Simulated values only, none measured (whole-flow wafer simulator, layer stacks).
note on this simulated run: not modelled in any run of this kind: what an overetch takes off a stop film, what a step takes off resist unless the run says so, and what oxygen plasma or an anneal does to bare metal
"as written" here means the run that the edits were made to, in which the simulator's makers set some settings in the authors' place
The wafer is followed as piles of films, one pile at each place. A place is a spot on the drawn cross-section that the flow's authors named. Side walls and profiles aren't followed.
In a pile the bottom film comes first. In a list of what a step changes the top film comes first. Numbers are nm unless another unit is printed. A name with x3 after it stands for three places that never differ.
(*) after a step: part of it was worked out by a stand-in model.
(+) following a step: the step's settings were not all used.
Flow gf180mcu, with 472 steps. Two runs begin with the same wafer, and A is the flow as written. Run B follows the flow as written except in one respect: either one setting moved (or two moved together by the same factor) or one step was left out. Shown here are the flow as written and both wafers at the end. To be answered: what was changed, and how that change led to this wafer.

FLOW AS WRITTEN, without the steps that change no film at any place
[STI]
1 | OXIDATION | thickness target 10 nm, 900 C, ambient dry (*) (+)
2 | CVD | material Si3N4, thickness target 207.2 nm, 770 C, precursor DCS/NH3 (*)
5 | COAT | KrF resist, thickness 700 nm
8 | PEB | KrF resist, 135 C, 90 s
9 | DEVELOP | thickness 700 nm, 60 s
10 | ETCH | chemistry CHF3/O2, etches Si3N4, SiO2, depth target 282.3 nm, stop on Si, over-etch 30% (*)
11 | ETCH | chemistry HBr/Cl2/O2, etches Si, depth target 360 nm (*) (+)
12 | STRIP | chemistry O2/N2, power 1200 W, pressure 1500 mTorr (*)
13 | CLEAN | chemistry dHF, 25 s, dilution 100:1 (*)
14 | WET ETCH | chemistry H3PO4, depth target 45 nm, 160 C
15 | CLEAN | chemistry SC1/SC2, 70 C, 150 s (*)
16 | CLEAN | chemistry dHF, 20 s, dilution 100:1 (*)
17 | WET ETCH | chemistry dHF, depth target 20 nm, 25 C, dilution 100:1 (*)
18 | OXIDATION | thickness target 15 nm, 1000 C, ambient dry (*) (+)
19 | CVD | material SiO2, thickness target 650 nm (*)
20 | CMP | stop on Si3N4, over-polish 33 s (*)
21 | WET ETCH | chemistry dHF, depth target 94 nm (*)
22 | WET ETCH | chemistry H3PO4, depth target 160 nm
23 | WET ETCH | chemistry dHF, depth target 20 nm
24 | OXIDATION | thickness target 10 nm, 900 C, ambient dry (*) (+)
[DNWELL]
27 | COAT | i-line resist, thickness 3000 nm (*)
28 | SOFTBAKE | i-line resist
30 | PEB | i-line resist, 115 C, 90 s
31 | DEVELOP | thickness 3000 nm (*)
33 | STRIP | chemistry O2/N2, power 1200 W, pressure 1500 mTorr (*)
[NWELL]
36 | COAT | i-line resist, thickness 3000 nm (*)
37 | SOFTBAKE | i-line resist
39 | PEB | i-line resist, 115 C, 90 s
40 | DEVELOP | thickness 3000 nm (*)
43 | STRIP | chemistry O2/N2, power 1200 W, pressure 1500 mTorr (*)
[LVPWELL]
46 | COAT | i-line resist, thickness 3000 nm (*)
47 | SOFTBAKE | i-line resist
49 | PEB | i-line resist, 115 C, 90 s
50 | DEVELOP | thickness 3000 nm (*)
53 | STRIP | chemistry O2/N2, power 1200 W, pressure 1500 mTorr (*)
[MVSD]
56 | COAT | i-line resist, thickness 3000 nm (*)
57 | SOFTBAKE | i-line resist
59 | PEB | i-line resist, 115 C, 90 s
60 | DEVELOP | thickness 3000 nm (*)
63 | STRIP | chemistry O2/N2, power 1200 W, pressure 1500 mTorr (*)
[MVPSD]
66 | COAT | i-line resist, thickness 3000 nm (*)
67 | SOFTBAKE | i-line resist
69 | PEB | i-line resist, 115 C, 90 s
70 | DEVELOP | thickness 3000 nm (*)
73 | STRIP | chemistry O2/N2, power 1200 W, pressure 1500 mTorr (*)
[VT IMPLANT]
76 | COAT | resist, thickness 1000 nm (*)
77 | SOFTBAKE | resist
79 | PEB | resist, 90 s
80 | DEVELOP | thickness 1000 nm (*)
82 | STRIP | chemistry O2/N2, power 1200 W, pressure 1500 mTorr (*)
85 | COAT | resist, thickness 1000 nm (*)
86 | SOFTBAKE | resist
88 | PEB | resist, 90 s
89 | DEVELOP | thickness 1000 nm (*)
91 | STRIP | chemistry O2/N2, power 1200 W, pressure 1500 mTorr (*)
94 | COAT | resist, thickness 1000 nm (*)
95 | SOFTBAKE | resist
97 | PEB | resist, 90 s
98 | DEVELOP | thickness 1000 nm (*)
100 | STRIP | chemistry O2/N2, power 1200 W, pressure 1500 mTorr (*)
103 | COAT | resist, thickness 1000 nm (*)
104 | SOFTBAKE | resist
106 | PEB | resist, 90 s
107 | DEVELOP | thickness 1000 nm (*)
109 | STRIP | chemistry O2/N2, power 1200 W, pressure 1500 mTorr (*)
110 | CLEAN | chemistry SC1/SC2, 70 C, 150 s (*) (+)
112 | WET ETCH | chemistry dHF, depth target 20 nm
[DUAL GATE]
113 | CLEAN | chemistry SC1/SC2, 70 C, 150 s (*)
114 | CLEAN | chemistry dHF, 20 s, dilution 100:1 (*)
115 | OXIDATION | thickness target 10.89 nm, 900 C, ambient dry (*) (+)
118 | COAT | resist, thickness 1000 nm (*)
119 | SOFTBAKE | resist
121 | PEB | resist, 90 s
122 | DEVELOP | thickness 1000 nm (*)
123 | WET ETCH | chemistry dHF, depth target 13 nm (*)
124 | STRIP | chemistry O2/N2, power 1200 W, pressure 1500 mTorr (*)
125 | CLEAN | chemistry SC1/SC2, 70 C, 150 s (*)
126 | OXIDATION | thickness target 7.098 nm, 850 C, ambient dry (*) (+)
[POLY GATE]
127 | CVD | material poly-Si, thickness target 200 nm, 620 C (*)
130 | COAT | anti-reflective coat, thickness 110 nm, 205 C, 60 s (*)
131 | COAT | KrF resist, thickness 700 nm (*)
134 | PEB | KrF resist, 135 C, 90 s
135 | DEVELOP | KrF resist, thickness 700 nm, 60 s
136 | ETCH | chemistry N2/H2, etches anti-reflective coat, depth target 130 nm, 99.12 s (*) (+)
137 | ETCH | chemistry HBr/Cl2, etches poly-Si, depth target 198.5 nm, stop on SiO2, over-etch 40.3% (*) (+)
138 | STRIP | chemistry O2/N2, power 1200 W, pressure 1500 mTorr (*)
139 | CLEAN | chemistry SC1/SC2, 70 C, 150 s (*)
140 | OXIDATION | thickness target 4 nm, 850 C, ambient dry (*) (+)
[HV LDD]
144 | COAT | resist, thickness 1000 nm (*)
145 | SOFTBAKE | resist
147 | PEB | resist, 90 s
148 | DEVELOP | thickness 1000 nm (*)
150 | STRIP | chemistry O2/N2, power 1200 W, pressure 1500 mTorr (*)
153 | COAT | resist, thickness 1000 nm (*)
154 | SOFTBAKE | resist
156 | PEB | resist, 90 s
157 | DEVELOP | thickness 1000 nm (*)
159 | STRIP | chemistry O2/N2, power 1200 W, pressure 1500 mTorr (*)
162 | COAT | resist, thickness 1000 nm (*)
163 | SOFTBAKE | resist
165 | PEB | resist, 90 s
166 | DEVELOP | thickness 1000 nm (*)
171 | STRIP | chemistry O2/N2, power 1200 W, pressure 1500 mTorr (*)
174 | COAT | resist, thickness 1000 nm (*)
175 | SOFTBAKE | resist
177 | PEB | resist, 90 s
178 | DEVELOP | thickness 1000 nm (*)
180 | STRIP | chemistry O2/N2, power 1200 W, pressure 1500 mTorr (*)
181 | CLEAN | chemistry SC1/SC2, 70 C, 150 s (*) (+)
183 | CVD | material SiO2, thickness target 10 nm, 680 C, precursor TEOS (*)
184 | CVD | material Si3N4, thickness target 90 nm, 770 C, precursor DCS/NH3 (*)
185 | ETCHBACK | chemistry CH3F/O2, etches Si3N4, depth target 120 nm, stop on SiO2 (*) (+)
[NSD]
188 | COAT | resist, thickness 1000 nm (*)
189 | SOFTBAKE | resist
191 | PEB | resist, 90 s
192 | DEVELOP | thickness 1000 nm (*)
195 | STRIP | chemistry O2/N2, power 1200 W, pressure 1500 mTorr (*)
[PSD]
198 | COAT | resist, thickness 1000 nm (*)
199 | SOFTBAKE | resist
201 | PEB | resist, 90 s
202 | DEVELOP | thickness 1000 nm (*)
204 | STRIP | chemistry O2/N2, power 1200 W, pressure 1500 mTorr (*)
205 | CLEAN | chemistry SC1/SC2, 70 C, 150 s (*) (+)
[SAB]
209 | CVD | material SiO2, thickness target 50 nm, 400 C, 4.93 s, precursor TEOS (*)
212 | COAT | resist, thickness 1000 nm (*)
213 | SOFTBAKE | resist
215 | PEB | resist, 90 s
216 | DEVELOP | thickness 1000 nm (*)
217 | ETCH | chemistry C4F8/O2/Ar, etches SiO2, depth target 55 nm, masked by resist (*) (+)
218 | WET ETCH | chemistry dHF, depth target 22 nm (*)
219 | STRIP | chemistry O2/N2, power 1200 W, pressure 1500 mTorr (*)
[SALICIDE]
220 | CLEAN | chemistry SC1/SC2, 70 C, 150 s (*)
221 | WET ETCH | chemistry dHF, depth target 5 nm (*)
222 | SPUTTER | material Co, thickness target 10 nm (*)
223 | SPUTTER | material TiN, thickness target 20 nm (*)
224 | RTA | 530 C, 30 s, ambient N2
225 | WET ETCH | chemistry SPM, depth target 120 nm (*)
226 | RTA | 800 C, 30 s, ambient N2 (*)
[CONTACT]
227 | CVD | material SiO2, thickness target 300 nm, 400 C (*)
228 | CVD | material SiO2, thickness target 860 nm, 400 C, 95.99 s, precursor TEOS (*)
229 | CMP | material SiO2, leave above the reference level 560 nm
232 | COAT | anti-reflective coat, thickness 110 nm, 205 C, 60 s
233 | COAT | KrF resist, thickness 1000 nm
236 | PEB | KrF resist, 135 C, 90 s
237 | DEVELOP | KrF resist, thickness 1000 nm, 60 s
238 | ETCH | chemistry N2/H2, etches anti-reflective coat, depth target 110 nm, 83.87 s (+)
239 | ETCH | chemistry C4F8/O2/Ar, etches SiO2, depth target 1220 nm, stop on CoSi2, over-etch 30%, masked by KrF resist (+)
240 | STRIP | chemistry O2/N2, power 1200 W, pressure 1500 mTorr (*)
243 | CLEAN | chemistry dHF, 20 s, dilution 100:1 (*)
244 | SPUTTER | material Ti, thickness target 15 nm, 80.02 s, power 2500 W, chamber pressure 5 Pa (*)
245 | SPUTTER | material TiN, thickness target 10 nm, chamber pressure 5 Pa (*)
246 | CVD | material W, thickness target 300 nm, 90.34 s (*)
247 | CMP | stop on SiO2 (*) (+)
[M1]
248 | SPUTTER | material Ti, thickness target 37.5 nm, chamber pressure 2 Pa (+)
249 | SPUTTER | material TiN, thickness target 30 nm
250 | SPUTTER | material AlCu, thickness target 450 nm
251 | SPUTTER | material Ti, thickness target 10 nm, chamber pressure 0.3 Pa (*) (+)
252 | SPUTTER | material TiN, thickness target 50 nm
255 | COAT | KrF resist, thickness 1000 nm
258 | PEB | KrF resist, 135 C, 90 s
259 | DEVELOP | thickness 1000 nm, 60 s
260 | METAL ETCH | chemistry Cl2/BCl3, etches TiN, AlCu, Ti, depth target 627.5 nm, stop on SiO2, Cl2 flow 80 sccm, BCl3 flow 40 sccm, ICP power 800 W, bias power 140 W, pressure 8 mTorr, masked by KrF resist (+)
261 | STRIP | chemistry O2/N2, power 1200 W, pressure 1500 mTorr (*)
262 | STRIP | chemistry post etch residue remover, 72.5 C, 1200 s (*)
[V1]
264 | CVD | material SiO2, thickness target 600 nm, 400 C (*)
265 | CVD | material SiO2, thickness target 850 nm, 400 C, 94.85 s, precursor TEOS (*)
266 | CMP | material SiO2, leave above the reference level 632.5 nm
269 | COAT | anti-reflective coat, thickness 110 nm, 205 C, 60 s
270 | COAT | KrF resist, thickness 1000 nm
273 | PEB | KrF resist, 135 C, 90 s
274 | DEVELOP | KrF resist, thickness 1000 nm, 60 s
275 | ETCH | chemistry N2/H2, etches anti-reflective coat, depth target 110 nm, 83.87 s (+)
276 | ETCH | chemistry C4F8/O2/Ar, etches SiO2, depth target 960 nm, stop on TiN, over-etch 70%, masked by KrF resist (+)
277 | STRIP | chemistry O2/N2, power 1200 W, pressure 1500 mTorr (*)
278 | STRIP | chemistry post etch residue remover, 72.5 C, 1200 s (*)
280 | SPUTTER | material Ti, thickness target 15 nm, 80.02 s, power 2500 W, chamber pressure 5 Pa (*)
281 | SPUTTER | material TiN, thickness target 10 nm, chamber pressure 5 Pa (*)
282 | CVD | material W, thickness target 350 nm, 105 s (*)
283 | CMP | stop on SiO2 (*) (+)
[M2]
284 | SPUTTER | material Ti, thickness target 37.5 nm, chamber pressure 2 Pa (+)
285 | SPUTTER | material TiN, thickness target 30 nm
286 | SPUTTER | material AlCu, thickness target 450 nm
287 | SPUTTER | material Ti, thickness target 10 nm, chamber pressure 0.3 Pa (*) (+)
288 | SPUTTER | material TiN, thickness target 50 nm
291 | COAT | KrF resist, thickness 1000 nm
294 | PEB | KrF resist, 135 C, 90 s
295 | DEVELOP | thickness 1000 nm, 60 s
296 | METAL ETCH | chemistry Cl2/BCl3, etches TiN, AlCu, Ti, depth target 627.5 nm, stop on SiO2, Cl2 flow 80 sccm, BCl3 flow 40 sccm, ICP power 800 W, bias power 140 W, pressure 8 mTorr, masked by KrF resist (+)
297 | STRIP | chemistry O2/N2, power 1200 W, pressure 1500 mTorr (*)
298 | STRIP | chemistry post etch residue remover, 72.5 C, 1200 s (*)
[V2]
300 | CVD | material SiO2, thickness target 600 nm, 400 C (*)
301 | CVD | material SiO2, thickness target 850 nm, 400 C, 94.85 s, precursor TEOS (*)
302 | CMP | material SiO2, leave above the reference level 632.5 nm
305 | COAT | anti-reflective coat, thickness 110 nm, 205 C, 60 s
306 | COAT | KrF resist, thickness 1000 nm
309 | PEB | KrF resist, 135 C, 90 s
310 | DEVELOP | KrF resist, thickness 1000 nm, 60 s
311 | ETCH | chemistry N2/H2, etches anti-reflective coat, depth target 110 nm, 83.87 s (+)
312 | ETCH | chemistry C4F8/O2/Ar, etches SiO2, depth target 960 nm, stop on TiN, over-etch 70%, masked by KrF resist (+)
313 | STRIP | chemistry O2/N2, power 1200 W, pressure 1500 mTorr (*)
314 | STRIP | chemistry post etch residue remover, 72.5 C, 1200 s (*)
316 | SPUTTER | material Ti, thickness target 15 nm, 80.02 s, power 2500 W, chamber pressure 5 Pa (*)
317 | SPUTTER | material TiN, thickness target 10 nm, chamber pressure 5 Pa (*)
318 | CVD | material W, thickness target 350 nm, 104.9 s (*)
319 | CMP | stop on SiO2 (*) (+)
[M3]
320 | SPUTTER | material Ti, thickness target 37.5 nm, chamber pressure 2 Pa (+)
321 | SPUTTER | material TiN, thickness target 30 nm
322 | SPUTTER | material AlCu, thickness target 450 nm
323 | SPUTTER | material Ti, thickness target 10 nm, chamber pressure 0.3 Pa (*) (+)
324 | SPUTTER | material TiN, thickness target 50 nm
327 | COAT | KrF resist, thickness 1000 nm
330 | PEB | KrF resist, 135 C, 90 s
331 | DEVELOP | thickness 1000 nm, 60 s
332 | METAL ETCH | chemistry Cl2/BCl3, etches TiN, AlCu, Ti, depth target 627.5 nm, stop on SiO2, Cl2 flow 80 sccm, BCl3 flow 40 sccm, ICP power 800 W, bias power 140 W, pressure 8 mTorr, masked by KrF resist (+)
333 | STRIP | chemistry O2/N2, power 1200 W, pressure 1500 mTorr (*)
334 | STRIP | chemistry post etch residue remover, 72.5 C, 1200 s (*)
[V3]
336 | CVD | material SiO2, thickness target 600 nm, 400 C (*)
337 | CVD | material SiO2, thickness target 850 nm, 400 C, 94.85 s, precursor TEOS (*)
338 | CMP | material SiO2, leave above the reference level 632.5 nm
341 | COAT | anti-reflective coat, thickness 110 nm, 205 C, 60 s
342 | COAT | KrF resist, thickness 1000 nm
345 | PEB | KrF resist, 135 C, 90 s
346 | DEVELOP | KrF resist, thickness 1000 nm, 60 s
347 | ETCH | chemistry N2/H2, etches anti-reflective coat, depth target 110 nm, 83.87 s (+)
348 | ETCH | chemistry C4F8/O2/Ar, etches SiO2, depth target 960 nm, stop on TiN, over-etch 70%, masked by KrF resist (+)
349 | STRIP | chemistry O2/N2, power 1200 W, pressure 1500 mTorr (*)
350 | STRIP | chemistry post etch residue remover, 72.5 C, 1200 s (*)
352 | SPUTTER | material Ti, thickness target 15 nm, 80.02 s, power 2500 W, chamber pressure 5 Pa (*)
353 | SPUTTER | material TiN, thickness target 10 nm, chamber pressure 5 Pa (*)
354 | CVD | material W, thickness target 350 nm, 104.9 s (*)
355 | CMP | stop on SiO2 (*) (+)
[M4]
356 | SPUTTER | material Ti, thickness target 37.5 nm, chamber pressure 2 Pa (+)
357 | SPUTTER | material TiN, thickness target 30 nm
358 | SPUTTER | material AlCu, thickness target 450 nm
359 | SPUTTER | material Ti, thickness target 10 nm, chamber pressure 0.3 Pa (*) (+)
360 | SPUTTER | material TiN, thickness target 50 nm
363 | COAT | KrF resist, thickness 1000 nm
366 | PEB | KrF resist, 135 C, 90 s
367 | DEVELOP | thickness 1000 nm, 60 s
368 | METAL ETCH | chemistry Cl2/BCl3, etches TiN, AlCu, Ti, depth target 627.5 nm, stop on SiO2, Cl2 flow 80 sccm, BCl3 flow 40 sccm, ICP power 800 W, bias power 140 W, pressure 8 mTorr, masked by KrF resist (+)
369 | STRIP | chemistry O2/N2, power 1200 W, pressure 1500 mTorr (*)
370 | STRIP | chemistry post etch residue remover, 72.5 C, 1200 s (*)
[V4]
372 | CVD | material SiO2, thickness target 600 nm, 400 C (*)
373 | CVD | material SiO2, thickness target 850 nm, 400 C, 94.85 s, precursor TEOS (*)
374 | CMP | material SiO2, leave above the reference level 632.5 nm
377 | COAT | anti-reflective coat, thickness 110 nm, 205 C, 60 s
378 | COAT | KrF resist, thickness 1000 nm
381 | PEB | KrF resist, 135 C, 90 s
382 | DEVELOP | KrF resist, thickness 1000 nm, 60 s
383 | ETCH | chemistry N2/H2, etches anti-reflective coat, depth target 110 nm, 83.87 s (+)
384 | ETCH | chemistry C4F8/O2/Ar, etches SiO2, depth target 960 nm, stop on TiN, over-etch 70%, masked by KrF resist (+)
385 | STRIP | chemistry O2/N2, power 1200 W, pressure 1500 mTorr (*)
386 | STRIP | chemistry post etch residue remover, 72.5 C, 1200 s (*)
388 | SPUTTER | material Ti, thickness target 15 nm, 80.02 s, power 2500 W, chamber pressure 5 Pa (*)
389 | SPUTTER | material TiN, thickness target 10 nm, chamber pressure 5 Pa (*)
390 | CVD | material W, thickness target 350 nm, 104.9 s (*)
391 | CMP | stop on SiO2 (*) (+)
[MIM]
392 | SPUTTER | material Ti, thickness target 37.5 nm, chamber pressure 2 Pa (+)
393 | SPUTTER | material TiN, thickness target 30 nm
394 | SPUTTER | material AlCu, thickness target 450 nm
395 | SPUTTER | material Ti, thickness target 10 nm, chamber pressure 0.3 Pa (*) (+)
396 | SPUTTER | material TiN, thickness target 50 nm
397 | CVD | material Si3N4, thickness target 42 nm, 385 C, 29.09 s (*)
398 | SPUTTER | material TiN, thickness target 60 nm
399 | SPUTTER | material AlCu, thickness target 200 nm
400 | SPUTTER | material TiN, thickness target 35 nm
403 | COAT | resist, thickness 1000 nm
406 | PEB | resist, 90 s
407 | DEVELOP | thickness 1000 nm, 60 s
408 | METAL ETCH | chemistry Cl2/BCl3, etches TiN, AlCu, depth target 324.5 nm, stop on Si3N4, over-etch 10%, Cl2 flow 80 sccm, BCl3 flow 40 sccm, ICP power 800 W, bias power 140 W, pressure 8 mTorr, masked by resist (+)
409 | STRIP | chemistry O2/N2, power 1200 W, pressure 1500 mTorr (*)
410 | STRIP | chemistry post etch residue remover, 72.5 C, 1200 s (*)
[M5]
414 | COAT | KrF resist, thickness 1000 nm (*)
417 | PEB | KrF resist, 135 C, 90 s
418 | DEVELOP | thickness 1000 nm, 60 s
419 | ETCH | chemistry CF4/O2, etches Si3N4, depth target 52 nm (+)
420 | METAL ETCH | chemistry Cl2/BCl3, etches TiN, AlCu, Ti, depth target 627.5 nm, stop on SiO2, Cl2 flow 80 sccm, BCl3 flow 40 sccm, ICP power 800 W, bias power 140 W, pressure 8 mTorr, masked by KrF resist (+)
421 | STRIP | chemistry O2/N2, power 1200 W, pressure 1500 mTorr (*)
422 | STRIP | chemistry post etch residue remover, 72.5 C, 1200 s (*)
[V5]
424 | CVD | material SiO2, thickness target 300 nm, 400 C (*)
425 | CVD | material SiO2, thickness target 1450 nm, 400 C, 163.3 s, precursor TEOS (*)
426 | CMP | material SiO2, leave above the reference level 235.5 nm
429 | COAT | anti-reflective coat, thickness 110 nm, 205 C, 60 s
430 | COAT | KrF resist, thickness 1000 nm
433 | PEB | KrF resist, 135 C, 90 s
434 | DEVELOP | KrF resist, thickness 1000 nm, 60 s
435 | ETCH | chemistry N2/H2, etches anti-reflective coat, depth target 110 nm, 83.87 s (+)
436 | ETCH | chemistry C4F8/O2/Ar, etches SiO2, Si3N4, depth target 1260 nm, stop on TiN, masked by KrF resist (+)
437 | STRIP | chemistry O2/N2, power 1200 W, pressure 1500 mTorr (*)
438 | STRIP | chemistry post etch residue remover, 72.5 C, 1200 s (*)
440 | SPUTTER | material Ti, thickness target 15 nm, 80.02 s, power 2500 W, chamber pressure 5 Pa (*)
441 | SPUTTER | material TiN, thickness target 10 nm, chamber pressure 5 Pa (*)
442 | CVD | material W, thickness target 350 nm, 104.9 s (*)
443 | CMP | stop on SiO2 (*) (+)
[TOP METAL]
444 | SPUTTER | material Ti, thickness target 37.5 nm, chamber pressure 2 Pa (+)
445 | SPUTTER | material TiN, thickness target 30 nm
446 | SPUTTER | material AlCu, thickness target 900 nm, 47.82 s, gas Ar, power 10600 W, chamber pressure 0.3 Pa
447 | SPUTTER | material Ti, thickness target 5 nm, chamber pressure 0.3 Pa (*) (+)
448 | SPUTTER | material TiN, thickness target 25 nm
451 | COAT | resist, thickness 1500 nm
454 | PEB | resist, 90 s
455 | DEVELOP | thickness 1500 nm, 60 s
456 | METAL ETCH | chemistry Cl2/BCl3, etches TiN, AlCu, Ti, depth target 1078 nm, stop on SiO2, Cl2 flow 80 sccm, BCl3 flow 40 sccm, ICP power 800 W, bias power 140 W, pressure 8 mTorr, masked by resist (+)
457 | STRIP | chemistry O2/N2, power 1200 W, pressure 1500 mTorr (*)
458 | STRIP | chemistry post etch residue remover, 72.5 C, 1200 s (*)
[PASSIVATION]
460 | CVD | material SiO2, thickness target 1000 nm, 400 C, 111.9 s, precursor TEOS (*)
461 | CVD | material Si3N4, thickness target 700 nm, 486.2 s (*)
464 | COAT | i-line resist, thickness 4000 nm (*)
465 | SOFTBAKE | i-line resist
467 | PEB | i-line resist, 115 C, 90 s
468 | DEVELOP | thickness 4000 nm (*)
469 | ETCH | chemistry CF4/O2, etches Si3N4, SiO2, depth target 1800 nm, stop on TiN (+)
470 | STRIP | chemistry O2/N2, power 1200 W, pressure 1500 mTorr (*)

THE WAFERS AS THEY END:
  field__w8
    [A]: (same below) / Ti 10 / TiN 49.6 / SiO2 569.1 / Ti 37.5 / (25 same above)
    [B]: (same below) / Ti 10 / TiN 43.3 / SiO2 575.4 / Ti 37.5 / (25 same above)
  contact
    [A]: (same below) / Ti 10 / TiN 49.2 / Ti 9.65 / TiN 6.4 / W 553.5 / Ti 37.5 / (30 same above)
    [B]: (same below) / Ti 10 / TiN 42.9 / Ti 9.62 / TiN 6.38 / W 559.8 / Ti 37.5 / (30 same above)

Cause: step 288, SPUTTER: thickness target 43.75 nm was run, while the flow as written has thickness target 50 nm.

The path from the change to this, step by step:
  288 | SPUTTER | material TiN, thickness target 50 nm
      field, field__w1, field__w2 and 108 more: A +50 TiN (new film) | B +43.8 TiN (new film)
  296 | METAL ETCH | chemistry Cl2/BCl3, etches TiN, AlCu, Ti, depth target 627.5 nm, stop on SiO2, Cl2 flow 80 sccm, BCl3 flow 40 sccm, ICP power 800 W, bias power 140 W, pressure 8 mTorr, masked by KrF resist (+)
      field, field__w1, field__w2 and 103 more: A -50 TiN (all of it), -10 Ti (all of it), -450 AlCu (all of it), -30 TiN (all of it), -37.5 Ti (all of it) | B -43.8 TiN (all of it), -10 Ti (all of it), -450 AlCu (all of it), -30 TiN (all of it), -37.5 Ti (all of it)
